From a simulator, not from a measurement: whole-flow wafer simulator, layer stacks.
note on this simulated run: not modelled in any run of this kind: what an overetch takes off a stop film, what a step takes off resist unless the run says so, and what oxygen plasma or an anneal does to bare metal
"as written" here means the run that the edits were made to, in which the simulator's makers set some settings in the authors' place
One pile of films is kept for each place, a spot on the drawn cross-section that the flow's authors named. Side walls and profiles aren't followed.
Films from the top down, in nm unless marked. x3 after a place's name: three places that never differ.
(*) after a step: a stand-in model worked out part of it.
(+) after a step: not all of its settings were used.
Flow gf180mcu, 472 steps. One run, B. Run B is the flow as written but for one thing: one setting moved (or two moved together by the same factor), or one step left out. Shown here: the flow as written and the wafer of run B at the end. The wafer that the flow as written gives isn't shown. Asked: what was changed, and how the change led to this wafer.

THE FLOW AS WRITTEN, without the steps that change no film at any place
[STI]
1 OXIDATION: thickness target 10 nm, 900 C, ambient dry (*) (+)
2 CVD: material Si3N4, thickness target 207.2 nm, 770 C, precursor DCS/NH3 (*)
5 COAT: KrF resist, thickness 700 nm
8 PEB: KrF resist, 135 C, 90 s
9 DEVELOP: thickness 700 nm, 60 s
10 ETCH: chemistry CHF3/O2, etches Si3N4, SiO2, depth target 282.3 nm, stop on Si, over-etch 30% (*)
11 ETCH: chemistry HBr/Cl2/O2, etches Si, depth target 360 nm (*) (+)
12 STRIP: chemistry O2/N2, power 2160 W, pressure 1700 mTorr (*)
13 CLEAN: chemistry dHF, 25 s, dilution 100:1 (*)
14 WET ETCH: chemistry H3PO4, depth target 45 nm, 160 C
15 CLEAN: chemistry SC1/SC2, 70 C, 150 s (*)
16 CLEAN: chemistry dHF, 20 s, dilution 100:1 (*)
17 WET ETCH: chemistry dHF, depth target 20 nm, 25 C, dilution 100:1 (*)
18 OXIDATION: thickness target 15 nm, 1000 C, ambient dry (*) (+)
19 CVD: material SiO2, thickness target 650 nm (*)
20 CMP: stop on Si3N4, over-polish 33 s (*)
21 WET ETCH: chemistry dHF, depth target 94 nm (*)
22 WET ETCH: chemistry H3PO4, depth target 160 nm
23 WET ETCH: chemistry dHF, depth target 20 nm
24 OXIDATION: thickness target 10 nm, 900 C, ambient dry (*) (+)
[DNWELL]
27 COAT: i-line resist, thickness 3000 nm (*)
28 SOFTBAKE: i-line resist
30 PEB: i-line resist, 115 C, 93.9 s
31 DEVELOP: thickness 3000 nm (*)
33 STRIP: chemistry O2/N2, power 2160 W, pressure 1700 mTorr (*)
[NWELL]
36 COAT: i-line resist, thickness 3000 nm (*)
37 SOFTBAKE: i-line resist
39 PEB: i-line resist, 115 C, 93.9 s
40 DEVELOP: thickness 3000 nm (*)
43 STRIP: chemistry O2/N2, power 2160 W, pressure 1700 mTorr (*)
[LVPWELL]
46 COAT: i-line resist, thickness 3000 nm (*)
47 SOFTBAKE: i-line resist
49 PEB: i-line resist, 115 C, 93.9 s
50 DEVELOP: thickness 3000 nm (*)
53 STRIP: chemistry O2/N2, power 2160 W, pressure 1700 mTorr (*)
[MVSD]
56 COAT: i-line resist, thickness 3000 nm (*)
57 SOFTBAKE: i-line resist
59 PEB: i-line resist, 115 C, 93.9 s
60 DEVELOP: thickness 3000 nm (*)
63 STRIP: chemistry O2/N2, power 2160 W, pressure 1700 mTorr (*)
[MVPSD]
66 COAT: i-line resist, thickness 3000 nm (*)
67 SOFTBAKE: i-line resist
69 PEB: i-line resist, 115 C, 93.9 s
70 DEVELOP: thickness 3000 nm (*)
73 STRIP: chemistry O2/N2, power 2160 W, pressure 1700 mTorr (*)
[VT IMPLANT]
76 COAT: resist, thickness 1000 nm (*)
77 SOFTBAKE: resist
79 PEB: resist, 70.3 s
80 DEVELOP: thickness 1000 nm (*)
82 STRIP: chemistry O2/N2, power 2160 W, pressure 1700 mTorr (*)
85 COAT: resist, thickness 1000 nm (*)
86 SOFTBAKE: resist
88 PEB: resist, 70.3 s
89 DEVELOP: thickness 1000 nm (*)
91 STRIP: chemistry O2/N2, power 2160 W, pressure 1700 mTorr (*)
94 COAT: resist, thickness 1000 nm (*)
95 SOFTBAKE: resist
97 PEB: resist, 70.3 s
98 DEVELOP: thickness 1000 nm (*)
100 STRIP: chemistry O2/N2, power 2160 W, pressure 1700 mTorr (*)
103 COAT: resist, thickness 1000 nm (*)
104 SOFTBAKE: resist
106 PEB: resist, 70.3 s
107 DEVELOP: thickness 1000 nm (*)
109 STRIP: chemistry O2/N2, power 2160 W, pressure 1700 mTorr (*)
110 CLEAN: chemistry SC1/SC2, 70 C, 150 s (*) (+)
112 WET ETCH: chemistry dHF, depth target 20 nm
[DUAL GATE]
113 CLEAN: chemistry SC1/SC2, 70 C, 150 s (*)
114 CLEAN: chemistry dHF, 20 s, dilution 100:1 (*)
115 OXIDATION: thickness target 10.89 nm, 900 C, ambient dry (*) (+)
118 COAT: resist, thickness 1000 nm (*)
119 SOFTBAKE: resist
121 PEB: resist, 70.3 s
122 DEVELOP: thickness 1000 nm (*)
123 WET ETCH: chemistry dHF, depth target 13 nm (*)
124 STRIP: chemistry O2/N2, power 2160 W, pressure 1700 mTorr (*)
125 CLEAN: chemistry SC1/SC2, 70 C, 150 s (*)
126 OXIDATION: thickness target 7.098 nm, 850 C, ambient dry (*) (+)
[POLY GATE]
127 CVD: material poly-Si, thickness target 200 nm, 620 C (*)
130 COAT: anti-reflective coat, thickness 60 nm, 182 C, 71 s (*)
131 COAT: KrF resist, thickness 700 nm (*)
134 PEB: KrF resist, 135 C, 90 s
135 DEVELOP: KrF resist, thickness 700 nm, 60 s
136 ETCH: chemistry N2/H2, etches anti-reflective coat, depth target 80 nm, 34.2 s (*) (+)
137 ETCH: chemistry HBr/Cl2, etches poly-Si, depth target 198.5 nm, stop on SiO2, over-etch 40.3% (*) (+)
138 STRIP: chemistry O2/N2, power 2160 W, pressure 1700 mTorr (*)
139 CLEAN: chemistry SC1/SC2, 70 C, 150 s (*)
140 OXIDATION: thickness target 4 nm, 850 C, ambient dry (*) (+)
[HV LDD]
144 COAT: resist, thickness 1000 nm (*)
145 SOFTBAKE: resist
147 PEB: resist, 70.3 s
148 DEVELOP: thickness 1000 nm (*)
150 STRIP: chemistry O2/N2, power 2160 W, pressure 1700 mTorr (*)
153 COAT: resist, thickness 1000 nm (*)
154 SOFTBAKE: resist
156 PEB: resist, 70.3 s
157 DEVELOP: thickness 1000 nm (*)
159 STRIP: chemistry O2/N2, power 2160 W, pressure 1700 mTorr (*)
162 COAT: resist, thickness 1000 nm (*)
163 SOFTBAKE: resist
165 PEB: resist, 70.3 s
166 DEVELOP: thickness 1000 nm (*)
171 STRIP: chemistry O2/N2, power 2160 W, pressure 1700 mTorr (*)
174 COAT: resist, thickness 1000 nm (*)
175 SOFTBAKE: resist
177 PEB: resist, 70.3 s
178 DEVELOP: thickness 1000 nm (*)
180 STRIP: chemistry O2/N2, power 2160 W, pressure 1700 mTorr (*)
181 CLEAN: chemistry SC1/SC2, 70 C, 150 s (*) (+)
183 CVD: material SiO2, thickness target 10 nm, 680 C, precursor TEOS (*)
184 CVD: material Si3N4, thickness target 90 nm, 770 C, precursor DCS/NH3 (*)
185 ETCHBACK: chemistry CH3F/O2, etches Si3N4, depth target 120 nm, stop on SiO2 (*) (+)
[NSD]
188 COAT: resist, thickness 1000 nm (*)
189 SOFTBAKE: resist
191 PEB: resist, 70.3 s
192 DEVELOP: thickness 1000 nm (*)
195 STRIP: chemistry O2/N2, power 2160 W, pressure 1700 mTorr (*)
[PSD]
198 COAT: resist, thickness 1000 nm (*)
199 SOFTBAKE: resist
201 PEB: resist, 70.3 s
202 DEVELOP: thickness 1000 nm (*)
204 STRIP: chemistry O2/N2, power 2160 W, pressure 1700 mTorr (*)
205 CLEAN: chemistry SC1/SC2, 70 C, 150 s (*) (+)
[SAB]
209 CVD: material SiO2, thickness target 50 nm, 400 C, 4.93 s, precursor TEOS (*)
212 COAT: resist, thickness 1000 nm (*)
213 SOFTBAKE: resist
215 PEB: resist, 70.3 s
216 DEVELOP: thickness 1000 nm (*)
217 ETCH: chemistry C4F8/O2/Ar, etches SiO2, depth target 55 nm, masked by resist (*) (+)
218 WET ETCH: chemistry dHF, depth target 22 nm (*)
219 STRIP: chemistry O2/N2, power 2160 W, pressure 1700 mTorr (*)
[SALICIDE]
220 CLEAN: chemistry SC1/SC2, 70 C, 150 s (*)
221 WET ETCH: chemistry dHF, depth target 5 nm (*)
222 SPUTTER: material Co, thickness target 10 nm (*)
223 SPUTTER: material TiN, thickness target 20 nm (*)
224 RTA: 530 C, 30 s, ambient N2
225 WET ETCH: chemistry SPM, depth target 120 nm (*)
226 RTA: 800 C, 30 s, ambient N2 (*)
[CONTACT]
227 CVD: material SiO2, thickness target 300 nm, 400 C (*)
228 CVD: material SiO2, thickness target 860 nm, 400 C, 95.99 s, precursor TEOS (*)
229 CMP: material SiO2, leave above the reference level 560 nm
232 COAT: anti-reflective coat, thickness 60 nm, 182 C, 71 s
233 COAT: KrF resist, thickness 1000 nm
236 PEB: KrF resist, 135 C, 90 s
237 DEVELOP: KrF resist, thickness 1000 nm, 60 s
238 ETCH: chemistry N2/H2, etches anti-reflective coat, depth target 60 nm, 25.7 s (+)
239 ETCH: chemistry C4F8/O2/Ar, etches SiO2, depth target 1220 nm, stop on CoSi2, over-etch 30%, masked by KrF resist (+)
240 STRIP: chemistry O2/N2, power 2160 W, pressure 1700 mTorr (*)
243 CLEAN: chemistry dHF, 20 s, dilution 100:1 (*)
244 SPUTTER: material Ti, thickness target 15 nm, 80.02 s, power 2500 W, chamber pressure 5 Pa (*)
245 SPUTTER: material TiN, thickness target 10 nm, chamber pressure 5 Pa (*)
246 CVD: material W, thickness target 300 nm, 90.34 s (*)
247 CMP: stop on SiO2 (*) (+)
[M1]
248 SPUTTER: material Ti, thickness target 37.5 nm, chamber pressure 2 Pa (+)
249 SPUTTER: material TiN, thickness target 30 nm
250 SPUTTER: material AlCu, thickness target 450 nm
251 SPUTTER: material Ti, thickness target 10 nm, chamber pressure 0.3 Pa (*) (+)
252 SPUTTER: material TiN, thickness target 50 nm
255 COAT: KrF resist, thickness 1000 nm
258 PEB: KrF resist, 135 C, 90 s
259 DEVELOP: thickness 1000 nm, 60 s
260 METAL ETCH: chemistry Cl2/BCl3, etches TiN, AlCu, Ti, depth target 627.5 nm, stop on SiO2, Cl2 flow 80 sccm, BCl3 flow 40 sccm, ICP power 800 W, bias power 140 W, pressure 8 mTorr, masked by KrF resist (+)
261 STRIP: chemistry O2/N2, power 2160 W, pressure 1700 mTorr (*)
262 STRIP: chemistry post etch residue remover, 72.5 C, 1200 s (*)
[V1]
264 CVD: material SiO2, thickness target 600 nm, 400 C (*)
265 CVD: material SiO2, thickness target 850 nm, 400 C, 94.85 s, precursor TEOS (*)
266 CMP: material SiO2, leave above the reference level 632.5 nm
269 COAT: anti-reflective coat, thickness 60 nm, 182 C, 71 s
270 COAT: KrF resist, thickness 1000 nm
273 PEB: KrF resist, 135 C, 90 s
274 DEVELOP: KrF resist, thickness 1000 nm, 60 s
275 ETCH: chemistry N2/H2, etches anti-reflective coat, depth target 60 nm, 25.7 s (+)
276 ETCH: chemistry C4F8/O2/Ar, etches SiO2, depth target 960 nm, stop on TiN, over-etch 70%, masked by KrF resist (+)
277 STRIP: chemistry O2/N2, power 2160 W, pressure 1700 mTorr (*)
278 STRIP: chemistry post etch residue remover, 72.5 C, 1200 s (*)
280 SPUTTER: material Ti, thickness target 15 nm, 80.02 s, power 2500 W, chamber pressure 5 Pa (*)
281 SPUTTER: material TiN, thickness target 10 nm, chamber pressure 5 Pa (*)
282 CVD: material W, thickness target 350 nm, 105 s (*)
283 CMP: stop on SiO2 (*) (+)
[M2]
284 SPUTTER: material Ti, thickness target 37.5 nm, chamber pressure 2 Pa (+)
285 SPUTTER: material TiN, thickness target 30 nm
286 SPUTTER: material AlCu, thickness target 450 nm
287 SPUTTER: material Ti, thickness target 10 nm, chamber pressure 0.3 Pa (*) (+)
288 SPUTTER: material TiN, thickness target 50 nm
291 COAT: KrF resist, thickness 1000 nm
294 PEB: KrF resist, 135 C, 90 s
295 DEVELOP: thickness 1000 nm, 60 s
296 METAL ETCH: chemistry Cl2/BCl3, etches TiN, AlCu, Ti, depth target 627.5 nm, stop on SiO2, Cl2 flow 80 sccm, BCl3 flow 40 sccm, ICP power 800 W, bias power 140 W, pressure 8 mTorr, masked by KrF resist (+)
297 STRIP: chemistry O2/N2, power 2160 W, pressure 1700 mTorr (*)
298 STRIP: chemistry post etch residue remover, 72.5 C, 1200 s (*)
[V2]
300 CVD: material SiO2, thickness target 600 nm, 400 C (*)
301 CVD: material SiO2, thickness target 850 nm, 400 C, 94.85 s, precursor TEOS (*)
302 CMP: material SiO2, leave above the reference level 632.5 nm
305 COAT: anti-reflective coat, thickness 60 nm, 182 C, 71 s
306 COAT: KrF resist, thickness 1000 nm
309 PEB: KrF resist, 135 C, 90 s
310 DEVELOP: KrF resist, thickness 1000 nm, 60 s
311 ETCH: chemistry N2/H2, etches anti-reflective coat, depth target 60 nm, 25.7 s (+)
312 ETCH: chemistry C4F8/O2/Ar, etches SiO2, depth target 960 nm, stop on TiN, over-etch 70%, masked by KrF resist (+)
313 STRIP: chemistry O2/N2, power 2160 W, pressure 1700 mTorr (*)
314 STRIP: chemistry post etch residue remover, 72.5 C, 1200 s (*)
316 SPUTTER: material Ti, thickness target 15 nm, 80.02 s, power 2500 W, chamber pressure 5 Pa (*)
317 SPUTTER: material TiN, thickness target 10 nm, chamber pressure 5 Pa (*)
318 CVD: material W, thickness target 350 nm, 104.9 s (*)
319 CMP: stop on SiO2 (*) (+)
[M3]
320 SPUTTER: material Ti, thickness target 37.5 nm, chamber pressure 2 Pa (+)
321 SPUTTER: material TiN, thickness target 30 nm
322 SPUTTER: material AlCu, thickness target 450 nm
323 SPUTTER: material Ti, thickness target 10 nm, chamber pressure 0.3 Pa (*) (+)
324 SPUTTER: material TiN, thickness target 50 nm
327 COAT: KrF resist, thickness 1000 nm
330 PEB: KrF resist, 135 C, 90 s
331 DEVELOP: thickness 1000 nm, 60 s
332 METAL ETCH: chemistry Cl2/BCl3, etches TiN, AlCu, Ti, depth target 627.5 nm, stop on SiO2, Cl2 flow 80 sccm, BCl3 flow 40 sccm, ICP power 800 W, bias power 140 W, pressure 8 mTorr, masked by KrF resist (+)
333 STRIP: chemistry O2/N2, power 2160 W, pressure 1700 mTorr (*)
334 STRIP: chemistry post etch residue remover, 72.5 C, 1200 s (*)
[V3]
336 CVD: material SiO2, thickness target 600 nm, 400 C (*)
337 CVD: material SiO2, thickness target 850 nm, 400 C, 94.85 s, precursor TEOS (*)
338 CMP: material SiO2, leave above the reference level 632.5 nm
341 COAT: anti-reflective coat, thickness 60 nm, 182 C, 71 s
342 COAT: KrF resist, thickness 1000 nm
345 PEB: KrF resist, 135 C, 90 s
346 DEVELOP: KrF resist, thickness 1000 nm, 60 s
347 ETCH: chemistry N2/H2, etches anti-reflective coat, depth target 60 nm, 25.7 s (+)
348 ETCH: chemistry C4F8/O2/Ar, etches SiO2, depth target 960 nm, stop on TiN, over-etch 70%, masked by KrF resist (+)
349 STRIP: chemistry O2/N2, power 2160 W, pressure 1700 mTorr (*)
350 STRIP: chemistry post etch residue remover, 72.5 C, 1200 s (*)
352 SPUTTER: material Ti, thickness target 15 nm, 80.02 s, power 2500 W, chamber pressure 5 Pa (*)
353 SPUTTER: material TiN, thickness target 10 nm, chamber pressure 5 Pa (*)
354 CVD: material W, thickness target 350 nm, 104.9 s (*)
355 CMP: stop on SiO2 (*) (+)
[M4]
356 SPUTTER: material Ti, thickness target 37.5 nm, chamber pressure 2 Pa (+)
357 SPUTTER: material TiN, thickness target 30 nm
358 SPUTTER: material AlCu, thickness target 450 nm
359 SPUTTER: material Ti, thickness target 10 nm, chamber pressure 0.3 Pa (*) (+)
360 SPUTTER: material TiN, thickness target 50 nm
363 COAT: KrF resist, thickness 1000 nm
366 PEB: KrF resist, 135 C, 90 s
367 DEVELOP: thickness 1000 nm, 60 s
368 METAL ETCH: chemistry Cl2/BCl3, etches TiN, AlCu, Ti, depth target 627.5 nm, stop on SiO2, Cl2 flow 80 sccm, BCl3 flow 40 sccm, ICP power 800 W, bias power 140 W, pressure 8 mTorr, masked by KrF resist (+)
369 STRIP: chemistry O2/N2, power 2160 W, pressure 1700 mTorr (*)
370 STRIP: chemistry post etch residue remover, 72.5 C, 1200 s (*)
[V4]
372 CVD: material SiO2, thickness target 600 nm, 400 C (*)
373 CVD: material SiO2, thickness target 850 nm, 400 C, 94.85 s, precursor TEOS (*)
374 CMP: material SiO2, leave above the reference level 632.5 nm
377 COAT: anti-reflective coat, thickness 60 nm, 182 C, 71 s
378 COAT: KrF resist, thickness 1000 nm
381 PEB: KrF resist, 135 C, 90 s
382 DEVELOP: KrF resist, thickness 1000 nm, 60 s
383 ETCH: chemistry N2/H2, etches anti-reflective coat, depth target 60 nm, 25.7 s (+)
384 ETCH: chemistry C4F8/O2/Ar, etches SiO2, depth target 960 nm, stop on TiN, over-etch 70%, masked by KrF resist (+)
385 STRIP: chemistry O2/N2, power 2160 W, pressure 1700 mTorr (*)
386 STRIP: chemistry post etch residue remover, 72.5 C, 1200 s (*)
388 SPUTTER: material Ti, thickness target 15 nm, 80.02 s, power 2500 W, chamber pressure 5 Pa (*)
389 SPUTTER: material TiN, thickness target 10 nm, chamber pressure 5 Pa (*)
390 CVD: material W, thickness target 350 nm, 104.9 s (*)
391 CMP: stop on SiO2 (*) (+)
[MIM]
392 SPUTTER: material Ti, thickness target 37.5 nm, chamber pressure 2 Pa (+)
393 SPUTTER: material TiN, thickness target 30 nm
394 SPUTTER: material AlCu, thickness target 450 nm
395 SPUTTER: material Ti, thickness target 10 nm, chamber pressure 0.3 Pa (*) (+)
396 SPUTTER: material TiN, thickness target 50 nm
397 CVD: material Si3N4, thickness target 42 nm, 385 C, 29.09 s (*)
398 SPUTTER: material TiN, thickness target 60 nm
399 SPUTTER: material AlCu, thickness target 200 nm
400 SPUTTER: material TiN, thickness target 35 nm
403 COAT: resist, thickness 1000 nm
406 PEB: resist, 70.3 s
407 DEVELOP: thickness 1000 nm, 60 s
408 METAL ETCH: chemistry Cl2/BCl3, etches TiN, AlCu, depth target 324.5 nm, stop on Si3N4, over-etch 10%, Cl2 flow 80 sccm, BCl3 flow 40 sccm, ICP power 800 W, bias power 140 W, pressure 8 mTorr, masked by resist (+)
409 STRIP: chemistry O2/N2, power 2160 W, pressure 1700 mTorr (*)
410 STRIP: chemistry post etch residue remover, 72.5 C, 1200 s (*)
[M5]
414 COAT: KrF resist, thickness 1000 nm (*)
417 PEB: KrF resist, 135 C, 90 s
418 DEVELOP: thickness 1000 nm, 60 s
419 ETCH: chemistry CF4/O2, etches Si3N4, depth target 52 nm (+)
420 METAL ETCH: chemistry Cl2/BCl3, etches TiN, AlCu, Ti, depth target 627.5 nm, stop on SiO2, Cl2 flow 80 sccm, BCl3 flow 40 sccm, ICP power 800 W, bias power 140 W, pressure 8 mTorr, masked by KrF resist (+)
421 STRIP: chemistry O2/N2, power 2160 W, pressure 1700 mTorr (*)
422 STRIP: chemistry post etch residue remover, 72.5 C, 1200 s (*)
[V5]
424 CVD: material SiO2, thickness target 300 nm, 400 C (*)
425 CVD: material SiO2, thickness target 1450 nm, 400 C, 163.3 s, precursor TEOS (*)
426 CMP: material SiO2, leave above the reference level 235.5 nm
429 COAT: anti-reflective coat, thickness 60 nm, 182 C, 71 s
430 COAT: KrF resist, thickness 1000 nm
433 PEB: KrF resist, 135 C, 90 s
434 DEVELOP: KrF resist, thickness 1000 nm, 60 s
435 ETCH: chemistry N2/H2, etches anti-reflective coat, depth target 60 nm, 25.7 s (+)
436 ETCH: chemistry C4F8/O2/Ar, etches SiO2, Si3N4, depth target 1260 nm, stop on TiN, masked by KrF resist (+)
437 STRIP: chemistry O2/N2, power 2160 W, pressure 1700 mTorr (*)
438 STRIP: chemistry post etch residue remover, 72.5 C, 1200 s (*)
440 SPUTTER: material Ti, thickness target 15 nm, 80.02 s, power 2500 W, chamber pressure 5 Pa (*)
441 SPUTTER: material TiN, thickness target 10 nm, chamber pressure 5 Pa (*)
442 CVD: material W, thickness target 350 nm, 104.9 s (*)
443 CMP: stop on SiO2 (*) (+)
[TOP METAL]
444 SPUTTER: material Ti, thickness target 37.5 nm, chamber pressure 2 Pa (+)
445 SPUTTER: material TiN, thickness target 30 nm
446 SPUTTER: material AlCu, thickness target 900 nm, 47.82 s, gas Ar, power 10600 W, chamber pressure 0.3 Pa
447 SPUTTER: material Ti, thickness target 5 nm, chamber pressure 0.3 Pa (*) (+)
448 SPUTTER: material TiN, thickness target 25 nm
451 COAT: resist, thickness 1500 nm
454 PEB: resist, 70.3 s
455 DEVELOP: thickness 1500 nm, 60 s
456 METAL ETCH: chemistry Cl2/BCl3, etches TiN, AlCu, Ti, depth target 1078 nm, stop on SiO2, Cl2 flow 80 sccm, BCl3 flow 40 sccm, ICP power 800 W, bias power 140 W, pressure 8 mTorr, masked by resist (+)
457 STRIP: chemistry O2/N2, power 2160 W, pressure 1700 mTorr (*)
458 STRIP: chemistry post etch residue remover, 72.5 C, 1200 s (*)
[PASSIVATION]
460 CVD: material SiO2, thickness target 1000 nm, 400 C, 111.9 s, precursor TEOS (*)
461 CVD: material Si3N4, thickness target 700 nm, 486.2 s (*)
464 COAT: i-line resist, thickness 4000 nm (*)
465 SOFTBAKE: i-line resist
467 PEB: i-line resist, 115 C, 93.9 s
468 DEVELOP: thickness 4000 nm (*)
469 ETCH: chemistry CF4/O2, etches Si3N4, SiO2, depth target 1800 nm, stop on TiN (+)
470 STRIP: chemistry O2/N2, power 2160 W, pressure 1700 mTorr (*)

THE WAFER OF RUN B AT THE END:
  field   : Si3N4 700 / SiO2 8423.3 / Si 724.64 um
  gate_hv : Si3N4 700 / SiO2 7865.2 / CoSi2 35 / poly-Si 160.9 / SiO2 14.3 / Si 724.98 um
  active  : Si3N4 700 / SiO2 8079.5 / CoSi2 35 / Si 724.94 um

The cause: step 229, CMP: leave above the reference level 756 nm was run, where the flow has leave above the reference level 560 nm.

How the change led to this, step by step:
  229 CMP: material SiO2, leave above the reference level 560 nm
      gate_hv, gate_nat, ld_gate_n and 11 more: SiO2 -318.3 (as written it would be: SiO2 -514.3)
      ldn_sep__w1, ldn_sep__w2, ldn_dft and 8 more: SiO2 -115 (as written it would be: SiO2 -311)
      (and at 86 more places)
  239 ETCH: chemistry C4F8/O2/Ar, etches SiO2, depth target 1220 nm, stop on CoSi2, over-etch 30%, masked by KrF resist (+)
      field, field__w1, field__w2 and 105 more: KrF resist -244 (as written it would be: KrF resist -223.5)
      polyc_n, polyc_p: SiO2 -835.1 (all of it) (as written it would be: SiO2 -639.1 (all of it))
      (and at 1 more place)
  240 STRIP: chemistry O2/N2, power 2160 W, pressure 1700 mTorr (*)
      field, field__w1, field__w2 and 105 more: KrF resist -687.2 (all of it), anti-reflective coat -60 (all of it) (as written it would be: KrF resist -707.7 (all of it), anti-reflective coat -60 (all of it))
  244 SPUTTER: material Ti, thickness target 15 nm, 80.02 s, power 2500 W, chamber pressure 5 Pa (*)
      contact: Ti +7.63 (new film) (as written it would be: Ti +8.55 (new film))
  245 SPUTTER: material TiN, thickness target 10 nm, chamber pressure 5 Pa (*)
      contact: TiN +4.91 (new film) (as written it would be: TiN +5.48 (new film))
  246 CVD: material W, thickness target 300 nm, 90.34 s (*)
      polyc_n, polyc_p: W +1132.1 (new film) (as written it would be: W +936.1 (new film))
      contact: W +1365 (new film) (as written it would be: W +1167.5 (new film))
